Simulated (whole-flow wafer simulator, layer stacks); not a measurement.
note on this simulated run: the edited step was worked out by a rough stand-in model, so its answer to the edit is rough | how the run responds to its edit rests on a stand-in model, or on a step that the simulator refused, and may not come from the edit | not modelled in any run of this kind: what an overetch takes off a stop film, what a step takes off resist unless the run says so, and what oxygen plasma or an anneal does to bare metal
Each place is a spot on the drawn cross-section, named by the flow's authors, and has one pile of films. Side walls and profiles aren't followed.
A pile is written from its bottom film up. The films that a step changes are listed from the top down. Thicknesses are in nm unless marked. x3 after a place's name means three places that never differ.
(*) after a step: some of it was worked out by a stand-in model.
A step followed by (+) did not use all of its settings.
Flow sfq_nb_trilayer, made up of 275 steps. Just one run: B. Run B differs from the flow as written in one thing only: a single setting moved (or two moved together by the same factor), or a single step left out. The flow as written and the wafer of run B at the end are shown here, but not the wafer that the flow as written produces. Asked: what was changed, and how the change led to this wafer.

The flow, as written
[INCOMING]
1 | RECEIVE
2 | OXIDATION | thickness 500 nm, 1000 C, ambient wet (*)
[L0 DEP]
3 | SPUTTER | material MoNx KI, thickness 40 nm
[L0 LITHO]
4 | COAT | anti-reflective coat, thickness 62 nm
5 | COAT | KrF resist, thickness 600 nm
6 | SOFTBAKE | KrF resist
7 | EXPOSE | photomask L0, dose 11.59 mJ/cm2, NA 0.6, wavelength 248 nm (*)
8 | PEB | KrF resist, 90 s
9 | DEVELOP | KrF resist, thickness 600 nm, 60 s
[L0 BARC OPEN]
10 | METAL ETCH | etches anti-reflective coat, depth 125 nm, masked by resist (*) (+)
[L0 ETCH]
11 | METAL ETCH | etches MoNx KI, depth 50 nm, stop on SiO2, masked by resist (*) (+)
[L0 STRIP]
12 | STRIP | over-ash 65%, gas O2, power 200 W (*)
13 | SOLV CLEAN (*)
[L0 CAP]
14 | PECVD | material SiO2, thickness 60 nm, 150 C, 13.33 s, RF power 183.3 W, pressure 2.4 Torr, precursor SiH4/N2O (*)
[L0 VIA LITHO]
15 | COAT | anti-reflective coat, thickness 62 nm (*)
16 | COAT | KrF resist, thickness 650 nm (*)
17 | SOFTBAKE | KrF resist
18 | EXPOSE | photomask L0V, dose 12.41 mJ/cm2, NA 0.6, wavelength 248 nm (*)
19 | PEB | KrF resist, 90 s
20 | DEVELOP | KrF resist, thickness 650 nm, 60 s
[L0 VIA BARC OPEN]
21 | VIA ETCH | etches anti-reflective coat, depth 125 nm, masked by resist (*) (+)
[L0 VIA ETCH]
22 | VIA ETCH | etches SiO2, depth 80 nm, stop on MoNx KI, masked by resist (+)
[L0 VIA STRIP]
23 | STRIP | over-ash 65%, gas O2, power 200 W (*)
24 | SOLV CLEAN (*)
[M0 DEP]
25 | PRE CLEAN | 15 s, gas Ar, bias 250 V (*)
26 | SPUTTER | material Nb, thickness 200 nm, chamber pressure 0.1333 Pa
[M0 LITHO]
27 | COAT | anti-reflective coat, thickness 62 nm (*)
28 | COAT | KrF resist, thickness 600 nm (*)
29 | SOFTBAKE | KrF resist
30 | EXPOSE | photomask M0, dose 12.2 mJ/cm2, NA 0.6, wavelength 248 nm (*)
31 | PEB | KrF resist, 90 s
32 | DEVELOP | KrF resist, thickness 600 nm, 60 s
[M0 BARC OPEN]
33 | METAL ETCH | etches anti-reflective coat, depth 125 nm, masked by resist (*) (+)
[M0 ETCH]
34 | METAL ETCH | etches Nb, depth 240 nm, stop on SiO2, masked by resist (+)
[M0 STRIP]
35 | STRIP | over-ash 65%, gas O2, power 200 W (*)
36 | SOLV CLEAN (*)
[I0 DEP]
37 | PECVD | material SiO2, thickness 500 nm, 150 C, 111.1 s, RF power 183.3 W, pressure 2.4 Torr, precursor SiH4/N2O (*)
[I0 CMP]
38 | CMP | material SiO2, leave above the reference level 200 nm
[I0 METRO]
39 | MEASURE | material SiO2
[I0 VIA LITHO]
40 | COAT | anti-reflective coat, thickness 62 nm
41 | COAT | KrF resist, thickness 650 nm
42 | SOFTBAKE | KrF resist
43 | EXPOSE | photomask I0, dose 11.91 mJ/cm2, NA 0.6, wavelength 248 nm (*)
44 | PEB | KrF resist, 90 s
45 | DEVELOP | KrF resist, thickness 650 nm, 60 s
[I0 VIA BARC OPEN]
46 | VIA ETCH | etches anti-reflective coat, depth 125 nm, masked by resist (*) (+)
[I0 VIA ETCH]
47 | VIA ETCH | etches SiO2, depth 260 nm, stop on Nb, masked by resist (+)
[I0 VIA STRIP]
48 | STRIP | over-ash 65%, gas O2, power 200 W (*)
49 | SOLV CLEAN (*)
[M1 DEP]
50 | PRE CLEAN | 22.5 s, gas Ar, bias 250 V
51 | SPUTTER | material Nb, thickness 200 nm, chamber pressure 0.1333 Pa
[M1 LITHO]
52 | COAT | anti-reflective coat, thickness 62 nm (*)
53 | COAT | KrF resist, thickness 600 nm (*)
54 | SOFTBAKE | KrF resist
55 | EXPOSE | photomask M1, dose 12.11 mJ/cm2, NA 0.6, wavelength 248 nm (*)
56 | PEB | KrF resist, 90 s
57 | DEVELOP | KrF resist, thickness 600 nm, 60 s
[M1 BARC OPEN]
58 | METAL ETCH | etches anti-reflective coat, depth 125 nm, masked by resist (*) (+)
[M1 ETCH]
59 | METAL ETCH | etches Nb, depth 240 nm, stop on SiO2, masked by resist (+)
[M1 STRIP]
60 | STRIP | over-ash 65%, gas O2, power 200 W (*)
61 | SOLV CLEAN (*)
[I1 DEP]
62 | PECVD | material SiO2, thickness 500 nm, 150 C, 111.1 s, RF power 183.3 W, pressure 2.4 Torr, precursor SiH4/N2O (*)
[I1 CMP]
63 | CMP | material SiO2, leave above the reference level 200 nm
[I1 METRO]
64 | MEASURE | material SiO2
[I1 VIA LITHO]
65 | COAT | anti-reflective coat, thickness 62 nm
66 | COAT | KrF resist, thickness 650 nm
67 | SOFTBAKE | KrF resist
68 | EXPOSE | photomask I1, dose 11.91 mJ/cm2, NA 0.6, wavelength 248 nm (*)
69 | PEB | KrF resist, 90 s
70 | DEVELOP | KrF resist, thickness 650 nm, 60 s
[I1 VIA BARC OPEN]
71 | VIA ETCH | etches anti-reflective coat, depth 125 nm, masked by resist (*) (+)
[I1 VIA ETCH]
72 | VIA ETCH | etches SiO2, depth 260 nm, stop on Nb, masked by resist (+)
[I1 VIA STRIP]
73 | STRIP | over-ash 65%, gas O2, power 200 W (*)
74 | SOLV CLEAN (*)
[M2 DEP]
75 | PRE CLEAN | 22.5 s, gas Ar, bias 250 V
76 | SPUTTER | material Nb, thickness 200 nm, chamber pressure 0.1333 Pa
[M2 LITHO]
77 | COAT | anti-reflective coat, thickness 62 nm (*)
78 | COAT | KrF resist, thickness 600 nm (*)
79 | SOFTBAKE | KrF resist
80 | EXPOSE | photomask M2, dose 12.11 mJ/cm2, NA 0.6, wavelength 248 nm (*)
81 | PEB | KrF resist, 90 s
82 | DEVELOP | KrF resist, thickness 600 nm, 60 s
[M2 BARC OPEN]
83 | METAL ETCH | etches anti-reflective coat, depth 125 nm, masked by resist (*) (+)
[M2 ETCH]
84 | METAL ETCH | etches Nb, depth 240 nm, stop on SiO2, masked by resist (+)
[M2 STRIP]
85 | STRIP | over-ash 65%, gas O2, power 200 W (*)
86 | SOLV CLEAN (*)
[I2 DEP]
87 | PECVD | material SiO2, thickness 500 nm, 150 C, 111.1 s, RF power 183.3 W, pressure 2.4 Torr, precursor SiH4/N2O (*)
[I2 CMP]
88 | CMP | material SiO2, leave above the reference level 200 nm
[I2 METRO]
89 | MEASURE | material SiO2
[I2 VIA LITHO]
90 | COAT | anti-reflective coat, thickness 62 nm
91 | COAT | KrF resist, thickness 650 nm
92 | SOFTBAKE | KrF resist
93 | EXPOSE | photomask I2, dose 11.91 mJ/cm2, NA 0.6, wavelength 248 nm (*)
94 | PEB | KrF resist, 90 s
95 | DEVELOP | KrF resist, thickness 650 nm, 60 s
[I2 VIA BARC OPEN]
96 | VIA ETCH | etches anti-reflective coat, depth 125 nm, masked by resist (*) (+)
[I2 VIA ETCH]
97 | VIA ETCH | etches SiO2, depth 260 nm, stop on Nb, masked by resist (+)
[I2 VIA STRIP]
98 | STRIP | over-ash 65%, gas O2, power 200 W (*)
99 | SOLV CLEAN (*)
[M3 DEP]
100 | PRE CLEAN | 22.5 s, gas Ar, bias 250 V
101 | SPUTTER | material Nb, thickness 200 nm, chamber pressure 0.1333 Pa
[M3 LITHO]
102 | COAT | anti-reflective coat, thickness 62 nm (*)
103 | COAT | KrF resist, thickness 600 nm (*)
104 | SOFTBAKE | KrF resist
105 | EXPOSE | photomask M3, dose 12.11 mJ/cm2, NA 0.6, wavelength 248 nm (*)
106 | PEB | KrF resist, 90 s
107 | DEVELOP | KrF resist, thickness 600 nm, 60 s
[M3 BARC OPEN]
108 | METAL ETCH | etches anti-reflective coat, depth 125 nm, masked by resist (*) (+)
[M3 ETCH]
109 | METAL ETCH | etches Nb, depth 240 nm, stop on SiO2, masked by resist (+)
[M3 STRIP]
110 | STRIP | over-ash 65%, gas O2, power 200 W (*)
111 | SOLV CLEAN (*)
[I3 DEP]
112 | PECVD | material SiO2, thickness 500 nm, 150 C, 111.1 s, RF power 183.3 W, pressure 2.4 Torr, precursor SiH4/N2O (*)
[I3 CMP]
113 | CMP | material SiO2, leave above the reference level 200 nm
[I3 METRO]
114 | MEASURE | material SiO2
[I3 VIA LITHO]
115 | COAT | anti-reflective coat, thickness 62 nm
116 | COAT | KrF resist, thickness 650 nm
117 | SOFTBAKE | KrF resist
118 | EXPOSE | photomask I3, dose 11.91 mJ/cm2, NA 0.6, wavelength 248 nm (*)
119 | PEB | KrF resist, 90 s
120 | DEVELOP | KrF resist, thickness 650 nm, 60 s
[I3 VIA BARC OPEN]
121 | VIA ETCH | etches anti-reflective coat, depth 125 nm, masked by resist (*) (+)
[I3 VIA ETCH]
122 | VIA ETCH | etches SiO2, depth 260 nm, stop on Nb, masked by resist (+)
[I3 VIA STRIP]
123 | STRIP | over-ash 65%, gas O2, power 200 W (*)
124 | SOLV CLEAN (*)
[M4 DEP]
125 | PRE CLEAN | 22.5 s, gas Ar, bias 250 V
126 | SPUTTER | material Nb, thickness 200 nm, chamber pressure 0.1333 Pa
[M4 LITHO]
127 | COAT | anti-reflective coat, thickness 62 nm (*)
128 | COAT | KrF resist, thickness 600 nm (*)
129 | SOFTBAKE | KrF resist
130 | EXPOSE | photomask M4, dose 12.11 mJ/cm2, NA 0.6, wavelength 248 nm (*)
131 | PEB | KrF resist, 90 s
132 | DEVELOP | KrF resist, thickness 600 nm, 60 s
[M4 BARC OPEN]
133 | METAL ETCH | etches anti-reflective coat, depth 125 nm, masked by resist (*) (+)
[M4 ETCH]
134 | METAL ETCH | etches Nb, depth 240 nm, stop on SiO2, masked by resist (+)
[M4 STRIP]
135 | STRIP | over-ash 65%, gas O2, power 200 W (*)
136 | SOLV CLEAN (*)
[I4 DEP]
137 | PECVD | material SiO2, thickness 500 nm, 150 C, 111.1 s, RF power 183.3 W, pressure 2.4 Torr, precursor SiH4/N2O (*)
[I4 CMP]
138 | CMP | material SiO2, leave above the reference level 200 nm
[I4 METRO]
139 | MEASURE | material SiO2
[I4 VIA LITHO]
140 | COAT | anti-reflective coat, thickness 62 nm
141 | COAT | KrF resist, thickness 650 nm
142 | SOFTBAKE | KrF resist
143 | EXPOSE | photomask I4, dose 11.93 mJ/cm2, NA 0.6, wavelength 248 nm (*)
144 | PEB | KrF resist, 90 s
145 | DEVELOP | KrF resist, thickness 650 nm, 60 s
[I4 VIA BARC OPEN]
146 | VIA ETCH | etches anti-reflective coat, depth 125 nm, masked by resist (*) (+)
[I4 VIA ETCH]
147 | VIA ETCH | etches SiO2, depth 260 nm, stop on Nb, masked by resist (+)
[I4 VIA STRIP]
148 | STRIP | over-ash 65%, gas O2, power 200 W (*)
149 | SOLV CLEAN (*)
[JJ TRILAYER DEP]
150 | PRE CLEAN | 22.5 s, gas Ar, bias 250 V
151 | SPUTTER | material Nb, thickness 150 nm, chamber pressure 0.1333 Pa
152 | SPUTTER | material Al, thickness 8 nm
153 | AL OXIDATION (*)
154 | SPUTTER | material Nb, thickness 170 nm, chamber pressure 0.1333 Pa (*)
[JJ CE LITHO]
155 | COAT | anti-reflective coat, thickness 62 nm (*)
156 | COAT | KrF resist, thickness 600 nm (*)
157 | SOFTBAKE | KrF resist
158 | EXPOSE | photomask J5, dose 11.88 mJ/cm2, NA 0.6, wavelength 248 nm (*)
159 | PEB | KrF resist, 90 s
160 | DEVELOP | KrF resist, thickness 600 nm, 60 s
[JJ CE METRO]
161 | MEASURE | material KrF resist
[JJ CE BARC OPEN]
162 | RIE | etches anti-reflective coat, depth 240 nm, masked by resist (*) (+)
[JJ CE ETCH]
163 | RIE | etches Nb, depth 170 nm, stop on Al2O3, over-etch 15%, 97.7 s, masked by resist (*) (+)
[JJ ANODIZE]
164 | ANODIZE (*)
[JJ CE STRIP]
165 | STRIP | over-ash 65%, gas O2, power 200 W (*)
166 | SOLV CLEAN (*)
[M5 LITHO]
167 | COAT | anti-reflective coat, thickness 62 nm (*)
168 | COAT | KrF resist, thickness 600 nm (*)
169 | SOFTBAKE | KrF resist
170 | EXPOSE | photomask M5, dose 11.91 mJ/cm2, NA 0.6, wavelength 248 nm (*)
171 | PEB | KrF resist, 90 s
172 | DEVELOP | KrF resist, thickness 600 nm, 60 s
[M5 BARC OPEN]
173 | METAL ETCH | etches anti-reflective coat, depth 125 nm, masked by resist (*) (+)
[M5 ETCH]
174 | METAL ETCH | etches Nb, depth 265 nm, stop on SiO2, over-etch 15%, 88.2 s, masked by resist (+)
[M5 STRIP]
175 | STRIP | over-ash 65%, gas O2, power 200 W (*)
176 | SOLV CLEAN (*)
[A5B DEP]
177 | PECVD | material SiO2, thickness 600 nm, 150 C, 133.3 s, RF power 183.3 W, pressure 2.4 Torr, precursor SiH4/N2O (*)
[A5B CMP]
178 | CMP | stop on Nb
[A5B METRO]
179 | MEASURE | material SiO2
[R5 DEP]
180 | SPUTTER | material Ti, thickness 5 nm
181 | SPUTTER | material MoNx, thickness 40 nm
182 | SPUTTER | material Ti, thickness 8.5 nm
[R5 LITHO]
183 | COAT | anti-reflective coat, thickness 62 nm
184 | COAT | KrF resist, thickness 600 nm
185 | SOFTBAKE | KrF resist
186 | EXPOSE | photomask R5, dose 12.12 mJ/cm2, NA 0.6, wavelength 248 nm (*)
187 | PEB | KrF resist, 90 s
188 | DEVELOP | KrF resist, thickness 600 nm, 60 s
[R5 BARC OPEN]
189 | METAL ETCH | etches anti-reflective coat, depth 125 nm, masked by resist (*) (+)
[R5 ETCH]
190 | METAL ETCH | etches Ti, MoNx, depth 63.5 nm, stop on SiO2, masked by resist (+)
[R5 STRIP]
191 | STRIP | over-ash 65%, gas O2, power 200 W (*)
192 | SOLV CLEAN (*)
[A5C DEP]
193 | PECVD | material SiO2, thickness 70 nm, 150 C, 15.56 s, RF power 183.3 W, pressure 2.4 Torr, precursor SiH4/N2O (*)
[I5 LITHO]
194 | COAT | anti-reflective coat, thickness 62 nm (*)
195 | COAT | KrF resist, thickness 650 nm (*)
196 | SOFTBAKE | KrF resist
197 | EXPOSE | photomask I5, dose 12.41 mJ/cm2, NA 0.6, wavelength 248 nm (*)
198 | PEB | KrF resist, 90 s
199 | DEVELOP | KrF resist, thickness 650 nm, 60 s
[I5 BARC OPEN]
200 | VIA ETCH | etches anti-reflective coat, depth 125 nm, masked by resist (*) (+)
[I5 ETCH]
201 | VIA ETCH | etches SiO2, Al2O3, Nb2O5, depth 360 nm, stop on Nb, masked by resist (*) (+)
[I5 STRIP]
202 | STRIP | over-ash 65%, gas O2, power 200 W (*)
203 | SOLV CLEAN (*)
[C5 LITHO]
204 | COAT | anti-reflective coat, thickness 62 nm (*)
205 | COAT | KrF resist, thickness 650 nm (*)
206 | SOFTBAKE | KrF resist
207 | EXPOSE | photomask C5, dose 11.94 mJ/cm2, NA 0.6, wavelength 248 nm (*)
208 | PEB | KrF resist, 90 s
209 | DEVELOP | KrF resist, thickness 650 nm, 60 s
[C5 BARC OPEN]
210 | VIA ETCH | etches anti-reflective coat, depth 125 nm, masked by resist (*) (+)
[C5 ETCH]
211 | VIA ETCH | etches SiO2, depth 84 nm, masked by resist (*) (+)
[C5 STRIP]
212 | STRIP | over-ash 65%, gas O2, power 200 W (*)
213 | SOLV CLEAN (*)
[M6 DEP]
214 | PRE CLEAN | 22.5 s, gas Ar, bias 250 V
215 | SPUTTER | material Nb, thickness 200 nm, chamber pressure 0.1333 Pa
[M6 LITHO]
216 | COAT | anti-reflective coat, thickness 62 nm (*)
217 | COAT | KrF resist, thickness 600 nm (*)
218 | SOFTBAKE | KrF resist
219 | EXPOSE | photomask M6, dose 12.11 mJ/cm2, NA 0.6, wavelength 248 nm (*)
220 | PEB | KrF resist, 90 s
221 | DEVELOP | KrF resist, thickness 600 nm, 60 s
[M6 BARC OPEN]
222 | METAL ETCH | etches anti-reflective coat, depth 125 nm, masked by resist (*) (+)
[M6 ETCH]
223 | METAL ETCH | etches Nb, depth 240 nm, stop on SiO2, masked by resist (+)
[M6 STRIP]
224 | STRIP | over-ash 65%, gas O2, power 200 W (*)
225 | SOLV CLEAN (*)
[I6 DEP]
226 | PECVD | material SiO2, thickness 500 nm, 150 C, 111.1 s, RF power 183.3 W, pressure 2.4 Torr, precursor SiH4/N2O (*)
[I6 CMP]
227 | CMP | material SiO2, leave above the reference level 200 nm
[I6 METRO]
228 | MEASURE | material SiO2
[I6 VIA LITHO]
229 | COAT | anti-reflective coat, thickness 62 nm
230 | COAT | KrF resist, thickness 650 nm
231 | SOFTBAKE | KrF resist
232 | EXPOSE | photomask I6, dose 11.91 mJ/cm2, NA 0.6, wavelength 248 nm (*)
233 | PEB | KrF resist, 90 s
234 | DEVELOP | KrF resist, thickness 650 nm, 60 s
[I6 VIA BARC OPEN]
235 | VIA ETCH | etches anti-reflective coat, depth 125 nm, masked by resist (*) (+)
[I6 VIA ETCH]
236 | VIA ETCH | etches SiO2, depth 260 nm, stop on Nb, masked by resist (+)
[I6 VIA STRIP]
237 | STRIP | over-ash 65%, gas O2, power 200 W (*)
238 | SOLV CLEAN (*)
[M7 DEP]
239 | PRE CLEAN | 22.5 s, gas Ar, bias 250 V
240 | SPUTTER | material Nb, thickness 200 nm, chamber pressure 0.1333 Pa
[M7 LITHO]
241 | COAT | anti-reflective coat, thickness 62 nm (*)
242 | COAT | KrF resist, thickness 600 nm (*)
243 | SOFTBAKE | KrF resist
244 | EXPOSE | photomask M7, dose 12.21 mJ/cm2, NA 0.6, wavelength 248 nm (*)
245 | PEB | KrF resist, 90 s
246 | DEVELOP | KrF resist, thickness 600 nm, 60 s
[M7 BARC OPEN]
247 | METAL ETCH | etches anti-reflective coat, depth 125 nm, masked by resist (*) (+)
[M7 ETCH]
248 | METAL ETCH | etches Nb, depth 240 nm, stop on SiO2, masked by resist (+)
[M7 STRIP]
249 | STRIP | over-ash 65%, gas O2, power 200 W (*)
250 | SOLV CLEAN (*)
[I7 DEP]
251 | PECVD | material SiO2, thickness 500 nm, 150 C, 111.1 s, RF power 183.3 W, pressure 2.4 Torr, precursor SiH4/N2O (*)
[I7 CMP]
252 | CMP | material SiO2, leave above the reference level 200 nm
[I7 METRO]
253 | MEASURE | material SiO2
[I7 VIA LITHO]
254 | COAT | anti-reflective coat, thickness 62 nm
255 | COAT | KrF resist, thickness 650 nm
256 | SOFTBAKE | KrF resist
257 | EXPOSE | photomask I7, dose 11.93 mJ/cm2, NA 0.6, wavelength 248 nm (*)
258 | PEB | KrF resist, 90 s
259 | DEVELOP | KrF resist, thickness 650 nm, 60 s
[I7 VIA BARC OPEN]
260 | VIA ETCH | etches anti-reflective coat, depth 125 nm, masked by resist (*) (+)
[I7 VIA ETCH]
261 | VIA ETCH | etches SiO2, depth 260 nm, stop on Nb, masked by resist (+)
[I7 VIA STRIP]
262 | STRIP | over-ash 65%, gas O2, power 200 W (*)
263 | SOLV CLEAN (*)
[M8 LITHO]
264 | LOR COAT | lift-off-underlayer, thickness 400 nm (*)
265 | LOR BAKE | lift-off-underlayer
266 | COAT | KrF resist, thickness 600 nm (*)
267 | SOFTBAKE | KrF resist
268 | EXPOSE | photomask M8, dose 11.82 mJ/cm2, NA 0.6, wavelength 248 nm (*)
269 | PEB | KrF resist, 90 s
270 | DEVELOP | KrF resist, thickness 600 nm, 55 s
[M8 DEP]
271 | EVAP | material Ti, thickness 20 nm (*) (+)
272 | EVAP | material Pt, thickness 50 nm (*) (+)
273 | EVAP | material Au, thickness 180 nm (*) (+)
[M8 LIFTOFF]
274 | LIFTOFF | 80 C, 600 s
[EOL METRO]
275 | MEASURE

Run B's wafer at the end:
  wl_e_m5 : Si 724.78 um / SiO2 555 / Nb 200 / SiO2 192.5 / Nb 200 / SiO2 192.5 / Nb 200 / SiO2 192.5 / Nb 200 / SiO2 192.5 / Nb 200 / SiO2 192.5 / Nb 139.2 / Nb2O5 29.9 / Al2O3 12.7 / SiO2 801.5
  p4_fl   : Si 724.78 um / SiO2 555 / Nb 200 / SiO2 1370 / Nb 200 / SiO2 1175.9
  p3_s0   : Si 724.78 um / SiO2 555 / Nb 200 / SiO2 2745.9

Cause: step 251, PECVD: thickness 200 nm was run, while the flow as written has thickness 500 nm; step 251, PECVD: 44.44 s was run, where the flow has 111.1 s.

Step by step, how the change led to this:
  251 | PECVD | material SiO2, thickness 500 nm, 150 C, 111.1 s, RF power 183.3 W, pressure 2.4 Torr, precursor SiH4/N2O (*)
      field_l, p4_fl, p4_fm and 56 more: +200 SiO2 (in the flow as written it would be: +500 SiO2)
      v_sur, via_wl, via_w and 37 more: +200 SiO2 (new film) (in the flow as written it would be: +500 SiO2 (new film))
      (as well as at 7 more places)
  252 | CMP | material SiO2, leave above the reference level 200 nm
      field_l, p4_fl, p4_fm and 56 more: nothing (in the flow as written it would be: -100 SiO2)
      v_sur, via_wl, via_w and 37 more: nothing (in the flow as written it would be: -300 SiO2)
      (as well as at 7 more places)
  254 | COAT | anti-reflective coat, thickness 62 nm
      ce_l, c5j, ce_r, sp_r: +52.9 anti-reflective coat (new film) (in the flow as written it would be: +62 anti-reflective coat (new film))
      m0r_space_l, m0r_space_r, m6r_space_l, m6r_space_r: +81.5 anti-reflective coat (new film) (in the flow as written it would be: +62 anti-reflective coat (new film))
      (as well as at 86 more places)
  255 | COAT | KrF resist, thickness 650 nm
      m0r_space_l, m0r_space_r, m5r_space_l, m5r_space_r, m6r_space_l, m6r_space_r: +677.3 KrF resist (new film) (in the flow as written it would be: +650 KrF resist (new film))
      field_r, m0r_line_l, m0r_line_r, m6r_line_l, m6r_line_r: +687.3 KrF resist (new film) (in the flow as written it would be: +650 KrF resist (new film))
      (as well as at 76 more places)
  259 | DEVELOP | KrF resist, thickness 650 nm, 60 s
      via_wl: -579 KrF resist (all of it) (in the flow as written it would be: -648.6 KrF resist (all of it))
      via_w: -590.2 KrF resist (all of it) (in the flow as written it would be: -648.6 KrF resist (all of it))
      (as well as at 1 more place)
  260 | VIA ETCH | etches anti-reflective coat, depth 125 nm, masked by resist (*) (+)
      field_l, v_sur, via_sp and 100 more: -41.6 KrF resist (in the flow as written it would be: -51.7 KrF resist)
      via_wl: -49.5 anti-reflective coat (all of it), -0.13 SiO2 (in the flow as written it would be: -62 anti-reflective coat (all of it), -0.16 SiO2)
      (as well as at 2 more places)
  262 | STRIP | over-ash 65%, gas O2, power 200 W (*)
      m0r_line_l, m0r_line_r, m6r_line_l, m6r_line_r: -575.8 KrF resist (all of it), -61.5 anti-reflective coat (all of it) (in the flow as written it would be: -528.6 KrF resist (all of it), -62 anti-reflective coat (all of it))
      m0r_space_l, m0r_space_r, m6r_space_l, m6r_space_r: -565.9 KrF resist (all of it), -81.5 anti-reflective coat (all of it) (in the flow as written it would be: -528.6 KrF resist (all of it), -62 anti-reflective coat (all of it))
      (as well as at 95 more places)
  264 | LOR COAT | lift-off-underlayer, thickness 400 nm (*)
      m0r_line_l, m0r_line_r, m6r_line_l, m6r_line_r: +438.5 lift-off-underlayer (new film) (in the flow as written it would be: +400 lift-off-underlayer (new film))
      m0r_space_l, m0r_space_r, m6r_space_l, m6r_space_r: +457.4 lift-off-underlayer (new film) (in the flow as written it would be: +400 lift-off-underlayer (new film))
      (as well as at 83 more places)
  266 | COAT | KrF resist, thickness 600 nm (*)
      m0r_line_l, m0r_line_r, m6r_line_l, m6r_line_r: +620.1 KrF resist (new film) (in the flow as written it would be: +600 KrF resist (new film))
      m5r_line_l, m5r_line_r, r5r_space_c: +620.6 KrF resist (new film) (in the flow as written it would be: +600 KrF resist (new film))
      (as well as at 58 more places)
  270 | DEVELOP | KrF resist, thickness 600 nm, 55 s
      field_l: -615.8 KrF resist (all of it), -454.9 lift-off-underlayer (all of it) (in the flow as written it would be: -593.7 KrF resist (all of it), -388.2 lift-off-underlayer (all of it))
      v_sur: -585.6 KrF resist (all of it), -293.7 lift-off-underlayer (all of it) (in the flow as written it would be: -607.3 KrF resist (all of it), -369.4 lift-off-underlayer (all of it))
      (as well as at 9 more places)
  274 | LIFTOFF | 80 C, 600 s
      m0r_line_l, m0r_line_r, m6r_line_l, m6r_line_r: -180 Au (all of it), -50 Pt (all of it), -20 Ti (all of it), -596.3 KrF resist (all of it), -438.5 lift-off-underlayer (all of it) (in the flow as written it would be: -180 Au (all of it), -50 Pt (all of it), -20 Ti (all of it), -576.2 KrF resist (all of it), -400 lift-off-underlayer (all of it))
      m0r_space_l, m0r_space_r, m6r_space_l, m6r_space_r: -180 Au (all of it), -50 Pt (all of it), -20 Ti (all of it), -580.9 KrF resist (all of it), -457.4 lift-off-underlayer (all of it) (in the flow as written it would be: -180 Au (all of it), -50 Pt (all of it), -20 Ti (all of it), -576.2 KrF resist (all of it), -400 lift-off-underlayer (all of it))
      (as well as at 72 more places)
